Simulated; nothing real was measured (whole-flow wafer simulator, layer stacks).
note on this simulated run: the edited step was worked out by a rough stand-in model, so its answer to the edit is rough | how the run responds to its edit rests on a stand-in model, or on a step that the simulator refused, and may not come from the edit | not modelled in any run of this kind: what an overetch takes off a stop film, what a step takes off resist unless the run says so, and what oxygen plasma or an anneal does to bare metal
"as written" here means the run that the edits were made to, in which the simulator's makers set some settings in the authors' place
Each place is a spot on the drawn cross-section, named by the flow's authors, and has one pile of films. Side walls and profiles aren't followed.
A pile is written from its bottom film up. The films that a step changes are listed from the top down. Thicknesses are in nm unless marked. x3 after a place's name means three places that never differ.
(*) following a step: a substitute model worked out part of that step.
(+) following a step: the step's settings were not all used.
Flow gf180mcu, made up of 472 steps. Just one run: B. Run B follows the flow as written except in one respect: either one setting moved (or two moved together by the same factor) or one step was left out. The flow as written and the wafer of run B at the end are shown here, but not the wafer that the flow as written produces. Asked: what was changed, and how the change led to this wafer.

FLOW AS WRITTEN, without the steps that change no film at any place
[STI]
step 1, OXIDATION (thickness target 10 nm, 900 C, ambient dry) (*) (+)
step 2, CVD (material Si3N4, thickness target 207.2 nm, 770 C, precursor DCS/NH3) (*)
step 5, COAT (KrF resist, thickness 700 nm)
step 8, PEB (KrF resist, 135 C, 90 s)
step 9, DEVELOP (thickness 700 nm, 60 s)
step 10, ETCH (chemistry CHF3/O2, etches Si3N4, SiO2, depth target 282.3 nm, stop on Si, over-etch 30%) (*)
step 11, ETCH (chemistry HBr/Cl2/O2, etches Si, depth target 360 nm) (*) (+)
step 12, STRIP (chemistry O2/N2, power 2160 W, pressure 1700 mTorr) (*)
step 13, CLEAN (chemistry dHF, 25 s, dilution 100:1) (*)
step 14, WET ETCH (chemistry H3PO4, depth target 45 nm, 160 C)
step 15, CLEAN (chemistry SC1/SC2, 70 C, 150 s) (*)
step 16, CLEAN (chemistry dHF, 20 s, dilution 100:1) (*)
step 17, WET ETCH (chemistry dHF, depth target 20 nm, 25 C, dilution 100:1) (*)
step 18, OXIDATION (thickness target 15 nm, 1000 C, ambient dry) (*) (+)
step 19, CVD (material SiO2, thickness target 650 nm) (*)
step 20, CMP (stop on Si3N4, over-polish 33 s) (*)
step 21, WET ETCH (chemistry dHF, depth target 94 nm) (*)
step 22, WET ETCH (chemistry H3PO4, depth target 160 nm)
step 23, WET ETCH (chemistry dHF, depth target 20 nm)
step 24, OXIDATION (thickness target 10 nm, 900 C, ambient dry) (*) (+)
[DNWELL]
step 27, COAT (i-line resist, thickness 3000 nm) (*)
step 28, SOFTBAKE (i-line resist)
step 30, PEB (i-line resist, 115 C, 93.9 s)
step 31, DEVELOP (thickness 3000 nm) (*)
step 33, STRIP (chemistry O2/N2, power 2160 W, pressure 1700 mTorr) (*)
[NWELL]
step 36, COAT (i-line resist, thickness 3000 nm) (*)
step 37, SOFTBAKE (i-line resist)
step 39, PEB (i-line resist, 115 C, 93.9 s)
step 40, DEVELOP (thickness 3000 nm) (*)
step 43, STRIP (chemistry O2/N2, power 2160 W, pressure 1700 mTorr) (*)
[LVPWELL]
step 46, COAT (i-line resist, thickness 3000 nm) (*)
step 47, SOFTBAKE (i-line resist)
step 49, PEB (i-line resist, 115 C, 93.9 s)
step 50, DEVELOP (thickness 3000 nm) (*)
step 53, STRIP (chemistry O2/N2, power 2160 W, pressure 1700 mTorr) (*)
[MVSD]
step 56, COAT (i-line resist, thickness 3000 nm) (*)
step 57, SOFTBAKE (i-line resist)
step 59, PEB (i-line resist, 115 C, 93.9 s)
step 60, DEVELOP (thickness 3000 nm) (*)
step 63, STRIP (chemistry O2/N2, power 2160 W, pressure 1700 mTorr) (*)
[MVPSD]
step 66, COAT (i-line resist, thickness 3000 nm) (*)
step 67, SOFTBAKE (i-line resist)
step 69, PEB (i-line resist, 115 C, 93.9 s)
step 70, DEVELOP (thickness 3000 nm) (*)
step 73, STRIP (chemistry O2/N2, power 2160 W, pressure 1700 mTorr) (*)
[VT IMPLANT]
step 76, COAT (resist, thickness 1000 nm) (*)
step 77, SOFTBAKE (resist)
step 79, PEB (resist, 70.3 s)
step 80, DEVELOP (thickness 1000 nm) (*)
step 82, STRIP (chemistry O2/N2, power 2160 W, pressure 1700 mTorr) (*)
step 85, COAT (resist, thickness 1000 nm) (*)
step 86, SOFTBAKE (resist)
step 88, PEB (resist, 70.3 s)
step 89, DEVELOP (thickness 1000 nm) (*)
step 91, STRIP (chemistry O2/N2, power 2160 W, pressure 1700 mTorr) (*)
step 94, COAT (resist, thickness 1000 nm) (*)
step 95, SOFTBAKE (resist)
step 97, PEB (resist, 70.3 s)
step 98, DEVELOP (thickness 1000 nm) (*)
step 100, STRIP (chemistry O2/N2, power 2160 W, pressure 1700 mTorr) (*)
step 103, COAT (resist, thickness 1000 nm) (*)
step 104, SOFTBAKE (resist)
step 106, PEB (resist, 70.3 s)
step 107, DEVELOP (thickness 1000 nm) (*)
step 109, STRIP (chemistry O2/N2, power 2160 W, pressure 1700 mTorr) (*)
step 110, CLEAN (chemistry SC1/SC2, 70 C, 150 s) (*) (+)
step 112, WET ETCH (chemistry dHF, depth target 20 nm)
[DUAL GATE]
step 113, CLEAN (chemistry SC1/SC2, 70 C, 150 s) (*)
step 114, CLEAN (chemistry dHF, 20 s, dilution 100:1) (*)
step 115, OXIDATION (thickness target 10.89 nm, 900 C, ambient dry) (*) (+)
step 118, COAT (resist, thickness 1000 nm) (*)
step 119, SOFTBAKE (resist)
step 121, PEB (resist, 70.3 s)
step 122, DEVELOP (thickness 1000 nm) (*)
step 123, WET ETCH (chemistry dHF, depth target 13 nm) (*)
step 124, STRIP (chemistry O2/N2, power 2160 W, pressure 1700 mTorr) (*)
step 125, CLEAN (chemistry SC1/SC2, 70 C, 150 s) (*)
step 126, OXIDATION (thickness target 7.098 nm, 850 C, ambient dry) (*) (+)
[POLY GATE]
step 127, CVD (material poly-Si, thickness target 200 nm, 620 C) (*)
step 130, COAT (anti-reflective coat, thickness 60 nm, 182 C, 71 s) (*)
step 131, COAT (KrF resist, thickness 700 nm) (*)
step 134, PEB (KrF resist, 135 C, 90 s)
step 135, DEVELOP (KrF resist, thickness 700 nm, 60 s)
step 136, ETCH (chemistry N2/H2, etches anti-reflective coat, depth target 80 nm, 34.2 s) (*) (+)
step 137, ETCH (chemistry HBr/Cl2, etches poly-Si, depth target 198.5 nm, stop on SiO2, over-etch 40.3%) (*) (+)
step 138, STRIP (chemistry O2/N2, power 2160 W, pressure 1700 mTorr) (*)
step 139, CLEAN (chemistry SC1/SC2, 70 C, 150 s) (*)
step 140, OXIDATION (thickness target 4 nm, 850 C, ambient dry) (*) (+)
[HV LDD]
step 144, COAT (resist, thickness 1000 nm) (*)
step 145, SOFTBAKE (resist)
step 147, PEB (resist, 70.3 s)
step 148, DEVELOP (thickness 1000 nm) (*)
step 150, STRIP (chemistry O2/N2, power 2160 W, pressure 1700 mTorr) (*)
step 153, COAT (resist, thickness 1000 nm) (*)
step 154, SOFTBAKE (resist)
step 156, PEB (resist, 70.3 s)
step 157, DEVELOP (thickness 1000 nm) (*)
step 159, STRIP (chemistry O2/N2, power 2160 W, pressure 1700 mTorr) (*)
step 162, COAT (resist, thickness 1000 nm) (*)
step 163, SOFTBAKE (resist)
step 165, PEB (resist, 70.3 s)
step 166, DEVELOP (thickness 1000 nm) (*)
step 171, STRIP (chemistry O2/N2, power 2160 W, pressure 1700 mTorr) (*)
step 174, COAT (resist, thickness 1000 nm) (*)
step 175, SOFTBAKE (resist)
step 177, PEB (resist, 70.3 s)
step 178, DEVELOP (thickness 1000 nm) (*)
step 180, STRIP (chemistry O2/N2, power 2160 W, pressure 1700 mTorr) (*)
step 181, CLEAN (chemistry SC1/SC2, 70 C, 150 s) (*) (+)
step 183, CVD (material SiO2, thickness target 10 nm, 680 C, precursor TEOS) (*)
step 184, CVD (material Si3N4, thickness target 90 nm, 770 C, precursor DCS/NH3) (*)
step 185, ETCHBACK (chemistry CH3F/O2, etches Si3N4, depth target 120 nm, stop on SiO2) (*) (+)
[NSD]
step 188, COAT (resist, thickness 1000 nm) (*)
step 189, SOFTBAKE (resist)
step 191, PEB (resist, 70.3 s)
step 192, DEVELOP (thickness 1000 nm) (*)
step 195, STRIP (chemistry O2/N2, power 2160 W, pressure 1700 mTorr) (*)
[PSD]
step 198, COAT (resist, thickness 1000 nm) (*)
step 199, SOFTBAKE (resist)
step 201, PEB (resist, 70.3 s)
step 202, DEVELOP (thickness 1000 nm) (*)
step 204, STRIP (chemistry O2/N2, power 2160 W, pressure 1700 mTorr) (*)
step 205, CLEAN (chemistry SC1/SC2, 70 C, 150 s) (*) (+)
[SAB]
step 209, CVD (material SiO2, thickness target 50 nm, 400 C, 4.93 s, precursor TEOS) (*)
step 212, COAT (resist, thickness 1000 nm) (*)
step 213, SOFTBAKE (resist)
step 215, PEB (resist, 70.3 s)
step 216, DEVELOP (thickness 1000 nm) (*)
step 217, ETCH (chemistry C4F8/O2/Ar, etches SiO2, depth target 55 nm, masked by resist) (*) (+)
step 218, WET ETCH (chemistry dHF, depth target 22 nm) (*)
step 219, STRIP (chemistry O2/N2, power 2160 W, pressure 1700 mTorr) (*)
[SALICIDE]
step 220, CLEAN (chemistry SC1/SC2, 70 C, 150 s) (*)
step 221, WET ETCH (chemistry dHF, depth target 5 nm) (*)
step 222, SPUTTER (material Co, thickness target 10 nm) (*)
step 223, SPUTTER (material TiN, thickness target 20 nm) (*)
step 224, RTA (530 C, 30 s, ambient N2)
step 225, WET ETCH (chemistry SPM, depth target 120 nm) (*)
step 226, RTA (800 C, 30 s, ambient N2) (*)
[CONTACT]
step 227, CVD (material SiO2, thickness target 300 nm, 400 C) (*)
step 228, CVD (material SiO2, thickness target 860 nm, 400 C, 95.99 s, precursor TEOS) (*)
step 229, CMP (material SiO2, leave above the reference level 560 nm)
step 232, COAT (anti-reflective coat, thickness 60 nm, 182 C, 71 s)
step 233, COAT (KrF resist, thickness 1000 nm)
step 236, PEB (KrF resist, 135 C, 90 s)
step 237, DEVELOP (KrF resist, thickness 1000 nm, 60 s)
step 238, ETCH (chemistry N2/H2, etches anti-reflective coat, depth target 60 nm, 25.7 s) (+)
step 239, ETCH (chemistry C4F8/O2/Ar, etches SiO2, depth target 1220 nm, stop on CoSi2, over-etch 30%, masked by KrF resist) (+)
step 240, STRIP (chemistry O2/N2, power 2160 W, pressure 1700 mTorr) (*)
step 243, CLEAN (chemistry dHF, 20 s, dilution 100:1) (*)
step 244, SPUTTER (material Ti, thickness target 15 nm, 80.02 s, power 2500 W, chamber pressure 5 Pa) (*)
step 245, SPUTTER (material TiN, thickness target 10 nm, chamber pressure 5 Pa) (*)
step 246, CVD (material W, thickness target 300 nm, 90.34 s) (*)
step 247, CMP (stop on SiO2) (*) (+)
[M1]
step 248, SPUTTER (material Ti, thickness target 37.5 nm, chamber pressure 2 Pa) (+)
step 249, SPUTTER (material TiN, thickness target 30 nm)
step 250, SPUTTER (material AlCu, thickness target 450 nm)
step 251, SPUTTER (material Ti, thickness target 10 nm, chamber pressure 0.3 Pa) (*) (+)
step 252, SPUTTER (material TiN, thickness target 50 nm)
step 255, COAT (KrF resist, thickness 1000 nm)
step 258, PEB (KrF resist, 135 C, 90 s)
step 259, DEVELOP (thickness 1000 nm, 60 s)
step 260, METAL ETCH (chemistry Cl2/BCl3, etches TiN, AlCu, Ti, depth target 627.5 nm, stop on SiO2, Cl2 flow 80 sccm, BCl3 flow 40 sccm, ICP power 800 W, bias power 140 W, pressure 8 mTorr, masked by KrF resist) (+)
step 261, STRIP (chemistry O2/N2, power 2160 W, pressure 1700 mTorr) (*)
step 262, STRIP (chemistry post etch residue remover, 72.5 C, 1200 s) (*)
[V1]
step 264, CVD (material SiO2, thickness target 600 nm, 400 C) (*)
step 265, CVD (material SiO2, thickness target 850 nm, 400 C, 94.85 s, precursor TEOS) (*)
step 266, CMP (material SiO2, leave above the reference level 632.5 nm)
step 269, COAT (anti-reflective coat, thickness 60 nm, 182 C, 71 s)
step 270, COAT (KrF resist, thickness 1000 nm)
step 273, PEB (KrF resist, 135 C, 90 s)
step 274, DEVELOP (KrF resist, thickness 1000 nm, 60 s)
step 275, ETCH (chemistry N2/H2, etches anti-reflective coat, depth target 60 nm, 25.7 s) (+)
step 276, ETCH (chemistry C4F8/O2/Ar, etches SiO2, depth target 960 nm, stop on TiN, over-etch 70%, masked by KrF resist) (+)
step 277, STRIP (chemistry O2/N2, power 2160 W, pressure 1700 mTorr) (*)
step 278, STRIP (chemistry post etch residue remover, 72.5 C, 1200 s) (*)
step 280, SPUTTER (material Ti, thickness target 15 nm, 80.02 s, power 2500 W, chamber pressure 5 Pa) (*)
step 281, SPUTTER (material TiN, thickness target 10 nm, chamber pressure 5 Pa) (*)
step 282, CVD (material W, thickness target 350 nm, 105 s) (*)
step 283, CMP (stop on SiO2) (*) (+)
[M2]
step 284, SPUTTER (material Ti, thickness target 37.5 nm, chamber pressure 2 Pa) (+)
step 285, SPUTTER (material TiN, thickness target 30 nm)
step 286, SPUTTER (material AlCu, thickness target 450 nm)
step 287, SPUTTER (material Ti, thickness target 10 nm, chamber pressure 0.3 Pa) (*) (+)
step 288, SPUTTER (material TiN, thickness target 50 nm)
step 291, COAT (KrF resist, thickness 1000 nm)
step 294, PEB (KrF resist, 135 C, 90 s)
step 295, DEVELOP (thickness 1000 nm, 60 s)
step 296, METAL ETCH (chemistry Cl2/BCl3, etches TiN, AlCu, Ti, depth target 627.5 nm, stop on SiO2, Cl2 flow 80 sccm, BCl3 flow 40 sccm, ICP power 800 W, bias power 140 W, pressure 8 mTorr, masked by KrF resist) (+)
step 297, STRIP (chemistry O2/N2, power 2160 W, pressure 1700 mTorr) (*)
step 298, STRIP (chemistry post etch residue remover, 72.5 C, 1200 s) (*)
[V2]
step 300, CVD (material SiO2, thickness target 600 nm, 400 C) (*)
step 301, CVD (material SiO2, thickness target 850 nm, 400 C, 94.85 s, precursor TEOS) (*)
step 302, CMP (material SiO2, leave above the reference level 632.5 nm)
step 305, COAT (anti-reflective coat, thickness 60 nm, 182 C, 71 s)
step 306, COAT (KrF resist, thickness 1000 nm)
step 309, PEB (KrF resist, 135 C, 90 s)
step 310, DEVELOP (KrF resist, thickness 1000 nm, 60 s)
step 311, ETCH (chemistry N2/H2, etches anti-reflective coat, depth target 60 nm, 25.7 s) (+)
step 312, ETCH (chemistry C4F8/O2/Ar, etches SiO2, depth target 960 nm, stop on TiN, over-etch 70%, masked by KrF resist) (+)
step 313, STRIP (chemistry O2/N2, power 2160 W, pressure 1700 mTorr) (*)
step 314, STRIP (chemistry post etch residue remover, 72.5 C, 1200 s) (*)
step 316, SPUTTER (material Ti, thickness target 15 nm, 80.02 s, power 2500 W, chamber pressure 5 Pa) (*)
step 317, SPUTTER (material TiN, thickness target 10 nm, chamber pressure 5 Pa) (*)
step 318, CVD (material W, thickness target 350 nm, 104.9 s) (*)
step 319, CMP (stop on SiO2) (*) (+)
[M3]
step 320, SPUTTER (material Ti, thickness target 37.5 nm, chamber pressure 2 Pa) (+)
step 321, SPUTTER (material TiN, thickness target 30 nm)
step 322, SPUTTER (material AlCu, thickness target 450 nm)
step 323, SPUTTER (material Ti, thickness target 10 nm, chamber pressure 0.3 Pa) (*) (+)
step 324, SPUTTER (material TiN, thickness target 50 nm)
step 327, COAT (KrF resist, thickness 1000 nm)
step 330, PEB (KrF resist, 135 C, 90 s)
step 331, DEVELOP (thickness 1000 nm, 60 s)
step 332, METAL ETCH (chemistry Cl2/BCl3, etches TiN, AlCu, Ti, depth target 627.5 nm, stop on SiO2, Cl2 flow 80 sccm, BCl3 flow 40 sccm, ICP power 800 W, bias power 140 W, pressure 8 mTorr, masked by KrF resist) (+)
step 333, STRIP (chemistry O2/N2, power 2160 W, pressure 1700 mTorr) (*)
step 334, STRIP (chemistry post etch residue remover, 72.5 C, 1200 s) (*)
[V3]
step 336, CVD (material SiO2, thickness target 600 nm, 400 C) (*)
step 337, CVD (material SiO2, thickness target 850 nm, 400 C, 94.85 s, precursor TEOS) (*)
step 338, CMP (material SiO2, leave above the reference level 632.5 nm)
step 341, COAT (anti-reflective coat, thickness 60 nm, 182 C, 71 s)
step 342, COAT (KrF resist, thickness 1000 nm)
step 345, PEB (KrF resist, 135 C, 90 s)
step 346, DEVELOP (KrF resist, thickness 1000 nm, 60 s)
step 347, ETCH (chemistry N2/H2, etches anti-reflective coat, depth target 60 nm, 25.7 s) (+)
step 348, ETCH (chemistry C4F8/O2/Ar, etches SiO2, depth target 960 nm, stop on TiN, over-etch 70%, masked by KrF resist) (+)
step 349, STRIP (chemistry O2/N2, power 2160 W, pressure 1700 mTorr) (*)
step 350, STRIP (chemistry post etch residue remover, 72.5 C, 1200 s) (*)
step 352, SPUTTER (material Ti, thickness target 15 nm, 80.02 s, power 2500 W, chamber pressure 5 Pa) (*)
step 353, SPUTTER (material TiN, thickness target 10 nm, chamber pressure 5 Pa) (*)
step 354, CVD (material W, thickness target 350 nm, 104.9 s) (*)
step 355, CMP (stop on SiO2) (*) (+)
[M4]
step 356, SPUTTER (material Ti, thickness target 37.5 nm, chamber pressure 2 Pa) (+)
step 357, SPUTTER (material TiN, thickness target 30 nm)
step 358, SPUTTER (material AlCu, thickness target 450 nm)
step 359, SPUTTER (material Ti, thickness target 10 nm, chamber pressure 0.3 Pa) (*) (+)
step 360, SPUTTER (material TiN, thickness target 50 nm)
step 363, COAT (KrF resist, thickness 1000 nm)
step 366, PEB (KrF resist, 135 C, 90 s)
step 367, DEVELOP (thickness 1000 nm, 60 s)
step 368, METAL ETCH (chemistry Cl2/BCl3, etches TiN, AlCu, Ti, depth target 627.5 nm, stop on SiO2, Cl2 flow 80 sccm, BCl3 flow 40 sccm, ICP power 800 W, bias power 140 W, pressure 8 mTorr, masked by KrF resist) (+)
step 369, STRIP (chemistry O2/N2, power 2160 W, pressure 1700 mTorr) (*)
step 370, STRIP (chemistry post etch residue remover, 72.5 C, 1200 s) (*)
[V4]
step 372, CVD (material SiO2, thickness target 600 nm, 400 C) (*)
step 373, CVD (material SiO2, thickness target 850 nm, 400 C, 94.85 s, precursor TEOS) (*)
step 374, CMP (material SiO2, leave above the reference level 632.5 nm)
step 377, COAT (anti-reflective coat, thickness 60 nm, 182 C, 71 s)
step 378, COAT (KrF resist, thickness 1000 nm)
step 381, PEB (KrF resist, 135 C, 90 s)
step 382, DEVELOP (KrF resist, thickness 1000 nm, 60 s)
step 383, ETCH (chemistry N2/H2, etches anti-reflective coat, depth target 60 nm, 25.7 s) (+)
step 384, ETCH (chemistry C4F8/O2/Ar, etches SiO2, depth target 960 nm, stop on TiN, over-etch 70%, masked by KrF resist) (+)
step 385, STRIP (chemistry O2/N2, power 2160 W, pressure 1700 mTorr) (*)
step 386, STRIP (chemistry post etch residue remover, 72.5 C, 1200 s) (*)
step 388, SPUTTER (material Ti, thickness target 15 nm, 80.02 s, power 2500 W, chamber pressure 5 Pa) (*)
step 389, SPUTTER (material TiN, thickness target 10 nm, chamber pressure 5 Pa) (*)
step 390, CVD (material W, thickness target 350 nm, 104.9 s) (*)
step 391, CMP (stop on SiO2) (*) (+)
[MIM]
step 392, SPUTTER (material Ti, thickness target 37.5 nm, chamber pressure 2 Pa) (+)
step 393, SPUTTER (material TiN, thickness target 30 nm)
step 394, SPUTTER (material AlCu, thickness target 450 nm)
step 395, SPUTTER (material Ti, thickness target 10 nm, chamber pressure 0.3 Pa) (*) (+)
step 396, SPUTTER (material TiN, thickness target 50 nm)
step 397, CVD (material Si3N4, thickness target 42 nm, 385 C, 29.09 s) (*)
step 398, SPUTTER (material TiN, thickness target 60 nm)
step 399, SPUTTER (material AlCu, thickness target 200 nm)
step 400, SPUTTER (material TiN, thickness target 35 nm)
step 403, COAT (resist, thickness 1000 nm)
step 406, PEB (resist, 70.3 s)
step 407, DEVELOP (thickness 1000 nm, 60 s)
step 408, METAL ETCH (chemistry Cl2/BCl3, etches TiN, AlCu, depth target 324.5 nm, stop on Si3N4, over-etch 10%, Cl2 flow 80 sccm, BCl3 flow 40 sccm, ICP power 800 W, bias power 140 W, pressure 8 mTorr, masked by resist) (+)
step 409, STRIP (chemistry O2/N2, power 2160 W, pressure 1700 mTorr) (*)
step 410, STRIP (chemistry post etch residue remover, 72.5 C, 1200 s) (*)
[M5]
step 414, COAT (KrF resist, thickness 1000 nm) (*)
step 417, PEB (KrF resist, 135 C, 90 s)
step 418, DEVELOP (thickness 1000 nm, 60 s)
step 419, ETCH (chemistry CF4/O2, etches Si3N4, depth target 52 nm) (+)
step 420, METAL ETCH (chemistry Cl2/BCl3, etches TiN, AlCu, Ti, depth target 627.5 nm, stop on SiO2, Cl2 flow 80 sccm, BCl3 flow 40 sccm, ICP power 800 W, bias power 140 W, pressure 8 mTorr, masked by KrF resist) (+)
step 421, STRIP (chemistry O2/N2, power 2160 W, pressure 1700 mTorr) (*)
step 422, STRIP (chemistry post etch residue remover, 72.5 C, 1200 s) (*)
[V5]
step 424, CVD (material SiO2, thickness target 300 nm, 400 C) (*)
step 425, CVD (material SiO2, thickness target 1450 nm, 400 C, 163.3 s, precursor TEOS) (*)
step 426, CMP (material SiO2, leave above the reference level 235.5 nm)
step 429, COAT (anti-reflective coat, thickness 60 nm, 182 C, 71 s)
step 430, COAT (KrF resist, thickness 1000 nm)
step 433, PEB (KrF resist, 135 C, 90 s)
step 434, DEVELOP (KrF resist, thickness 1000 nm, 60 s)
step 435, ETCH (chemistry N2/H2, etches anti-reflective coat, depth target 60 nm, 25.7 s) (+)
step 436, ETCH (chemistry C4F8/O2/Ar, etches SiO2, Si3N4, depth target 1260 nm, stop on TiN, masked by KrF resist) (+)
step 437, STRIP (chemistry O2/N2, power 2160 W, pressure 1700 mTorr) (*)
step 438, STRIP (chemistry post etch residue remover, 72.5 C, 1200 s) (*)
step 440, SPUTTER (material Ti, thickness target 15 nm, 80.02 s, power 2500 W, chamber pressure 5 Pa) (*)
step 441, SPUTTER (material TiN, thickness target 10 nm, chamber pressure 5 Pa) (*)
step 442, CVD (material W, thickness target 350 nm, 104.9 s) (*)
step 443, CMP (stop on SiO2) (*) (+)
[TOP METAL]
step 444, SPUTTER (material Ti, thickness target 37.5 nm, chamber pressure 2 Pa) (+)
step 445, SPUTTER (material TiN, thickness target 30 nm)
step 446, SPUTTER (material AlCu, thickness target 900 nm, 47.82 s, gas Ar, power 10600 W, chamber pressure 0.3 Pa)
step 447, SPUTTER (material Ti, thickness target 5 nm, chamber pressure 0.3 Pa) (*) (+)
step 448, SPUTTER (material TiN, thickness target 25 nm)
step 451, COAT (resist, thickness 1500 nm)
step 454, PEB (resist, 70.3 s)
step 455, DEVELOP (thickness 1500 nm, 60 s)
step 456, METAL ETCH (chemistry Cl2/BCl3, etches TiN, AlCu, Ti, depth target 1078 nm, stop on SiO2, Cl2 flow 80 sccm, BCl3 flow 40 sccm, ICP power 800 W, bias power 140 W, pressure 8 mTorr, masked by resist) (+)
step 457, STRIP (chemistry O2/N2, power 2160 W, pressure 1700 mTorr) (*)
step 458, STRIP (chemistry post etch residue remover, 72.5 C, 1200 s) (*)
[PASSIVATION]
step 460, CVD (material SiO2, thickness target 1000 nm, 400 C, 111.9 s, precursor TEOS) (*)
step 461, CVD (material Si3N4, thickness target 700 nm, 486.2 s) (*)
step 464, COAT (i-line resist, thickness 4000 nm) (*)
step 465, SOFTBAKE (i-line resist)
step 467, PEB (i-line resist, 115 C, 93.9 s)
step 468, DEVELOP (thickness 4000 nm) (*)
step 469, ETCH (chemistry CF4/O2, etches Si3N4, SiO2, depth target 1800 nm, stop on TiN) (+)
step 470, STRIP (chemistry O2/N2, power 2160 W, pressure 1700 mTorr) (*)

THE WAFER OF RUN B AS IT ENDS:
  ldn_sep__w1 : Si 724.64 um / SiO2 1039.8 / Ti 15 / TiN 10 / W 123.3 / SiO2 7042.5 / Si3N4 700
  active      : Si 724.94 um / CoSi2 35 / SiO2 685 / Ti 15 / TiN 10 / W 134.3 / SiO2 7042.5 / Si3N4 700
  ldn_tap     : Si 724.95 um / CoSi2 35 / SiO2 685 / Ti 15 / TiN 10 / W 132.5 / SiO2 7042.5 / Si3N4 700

What caused this: step 228, CVD: thickness target 378 nm was run, though the flow has thickness target 860 nm; step 228, CVD: 42.24 s was run, where the flow has 95.99 s.

Step by step, how the change led to this:
  step 228, CVD (material SiO2, thickness target 860 nm, 400 C, 95.99 s, precursor TEOS) (*)
      field, field__w7, field__w8 and 70 more: +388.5 SiO2 (in the flow as written it would be: +860 SiO2)
      field__w3, field__w12: +368.3 SiO2 (in the flow as written it would be: +807.3 SiO2)
      (also at 36 further places)
  step 229, CMP (material SiO2, leave above the reference level 560 nm)
      ldn_sep__w1, ldn_sep__w2, ldn_dft and 8 more: nothing (in the flow as written it would be: -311 SiO2)
      active, p_well, sd_n, iso_ptap_pw, iso_ntap_nw, iso_ptap_sub, vpnp_e: nothing (in the flow as written it would be: -299.9 SiO2)
      (also at 93 further places)
  step 232, COAT (anti-reflective coat, thickness 60 nm, 182 C, 71 s)
      sti, mim_1p0, pad, dice_street, ldp_tap: +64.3 anti-reflective coat (new film) (in the flow as written it would be: +60 anti-reflective coat (new film))
      ld_acc_p, ldp_fld__w2: +44.7 anti-reflective coat (new film) (in the flow as written it would be: +60 anti-reflective coat (new film))
      (also at 98 further places)
  step 233, COAT (KrF resist, thickness 1000 nm)
      gate, gate_p_hv5: +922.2 KrF resist (new film) (in the flow as written it would be: +1000 KrF resist (new film))
      ld_acc_p, gate_p_hv: +924.7 KrF resist (new film) (in the flow as written it would be: +1000 KrF resist (new film))
      (also at 62 further places)
  step 236, PEB (KrF resist, 135 C, 90 s)
      field__w5, contact, nw_enc_fld_lv: -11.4 KrF resist (in the flow as written it would be: -10.5 KrF resist)
      field__w6, field_sub__w2, field_sub__w5: -11.5 KrF resist (in the flow as written it would be: -10.5 KrF resist)
      (also at 32 further places)
  step 237, DEVELOP (KrF resist, thickness 1000 nm, 60 s)
      contact: -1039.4 KrF resist (all of it) (in the flow as written it would be: -989.5 KrF resist (all of it))
      polyc_n: -900.5 KrF resist (all of it) (in the flow as written it would be: -989.5 KrF resist (all of it))
      (also at 1 further place)
  step 238, ETCH (chemistry N2/H2, etches anti-reflective coat, depth target 60 nm, 25.7 s) (+)
      contact: -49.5 anti-reflective coat (all of it), -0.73 SiO2 (in the flow as written it would be: -60 anti-reflective coat (all of it), -0.46 SiO2)
      polyc_n: -26 anti-reflective coat (all of it), -1.33 SiO2 (in the flow as written it would be: -60 anti-reflective coat (all of it), -0.46 SiO2)
      (also at 1 further place)
  step 239, ETCH (chemistry C4F8/O2/Ar, etches SiO2, depth target 1220 nm, stop on CoSi2, over-etch 30%, masked by KrF resist) (+)
      field, field__w1, field__w2 and 105 more: -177 KrF resist (in the flow as written it would be: -223.5 KrF resist)
      contact: -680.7 SiO2 (all of it) (in the flow as written it would be: -859.5 SiO2 (all of it))
  step 240, STRIP (chemistry O2/N2, power 2160 W, pressure 1700 mTorr) (*)
      sti, mim_1p0, pad, dice_street: -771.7 KrF resist (all of it), -64.3 anti-reflective coat (all of it) (in the flow as written it would be: -707.7 KrF resist (all of it), -60 anti-reflective coat (all of it))
      p_well, sd_n: -771.7 KrF resist (all of it), -61.2 anti-reflective coat (all of it) (in the flow as written it would be: -707.7 KrF resist (all of it), -60 anti-reflective coat (all of it))
      (also at 102 further places)
  step 244, SPUTTER (material Ti, thickness target 15 nm, 80.02 s, power 2500 W, chamber pressure 5 Pa) (*)
      field__w3, mim: +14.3 Ti (new film) (in the flow as written it would be: +15 Ti (new film))
      field__w12, ld_drift_n: +13.4 Ti (new film) (in the flow as written it would be: +15 Ti (new film))
      (also at 4 further places)
  step 245, SPUTTER (material TiN, thickness target 10 nm, chamber pressure 5 Pa) (*)
      field__w12: +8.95 TiN (new film) (in the flow as written it would be: +10 TiN (new film))
      contact: +6.1 TiN (new film) (in the flow as written it would be: +5.48 TiN (new film))
      (also at 4 further places)
  step 246, CVD (material W, thickness target 300 nm, 90.34 s) (*)
      contact: +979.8 W (new film) (in the flow as written it would be: +1167.5 W (new film))
  step 247, CMP (stop on SiO2) (*) (+)
      gate, gate_hv, gate_p and 23 more: -300 W (all of it), -10 TiN (all of it), -15 Ti (all of it) (in the flow as written it would be: -300 W (all of it), -10 TiN (all of it), -15 Ti (all of it), -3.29 SiO2)
      ldn_sep__w1, ldn_sep__w2, ldn_dft and 8 more: -164.5 W (in the flow as written it would be: -300 W (all of it), -10 TiN (all of it), -15 Ti (all of it), -3.29 SiO2)
      (also at 72 further places)
  step 260, METAL ETCH (chemistry Cl2/BCl3, etches TiN, AlCu, Ti, depth target 627.5 nm, stop on SiO2, Cl2 flow 80 sccm, BCl3 flow 40 sccm, ICP power 800 W, bias power 140 W, pressure 8 mTorr, masked by KrF resist) (+)
      field, field__w1, field__w2 and 75 more: -50 TiN (all of it), -10 Ti (all of it), -450 AlCu (all of it), -30 TiN (all of it), -37.5 Ti (all of it), -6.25 W (in the flow as written it would be: -50 TiN (all of it), -10 Ti (all of it), -450 AlCu (all of it), -30 TiN (all of it), -37.5 Ti (all of it))
  step 262, STRIP (chemistry post etch residue remover, 72.5 C, 1200 s) (*)
      field, field__w1, field__w2 and 75 more: -6.01 W (in the flow as written it would be: nothing)
  step 264, CVD (material SiO2, thickness target 600 nm, 400 C) (*)
      field, field__w1, field__w2 and 75 more: +600 SiO2 (new film) (in the flow as written it would be: +600 SiO2)
  step 266, CMP (material SiO2, leave above the reference level 632.5 nm)
      field, field__w1, field__w2 and 75 more: -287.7 SiO2 (in the flow as written it would be: -300 SiO2)
If metal films that touch count as one body, ldn_sep__w1 has 1 body; the flow as written gives 0 bodies.
If metal films that touch count as one body, active has 2 bodies (between them, from the top down: SiO2 685); the flow as written gives 1 body.
If metal films that touch count as one body, ldn_tap has 2 bodies (between them, from the top down: SiO2 685); the flow as written gives 1 body.
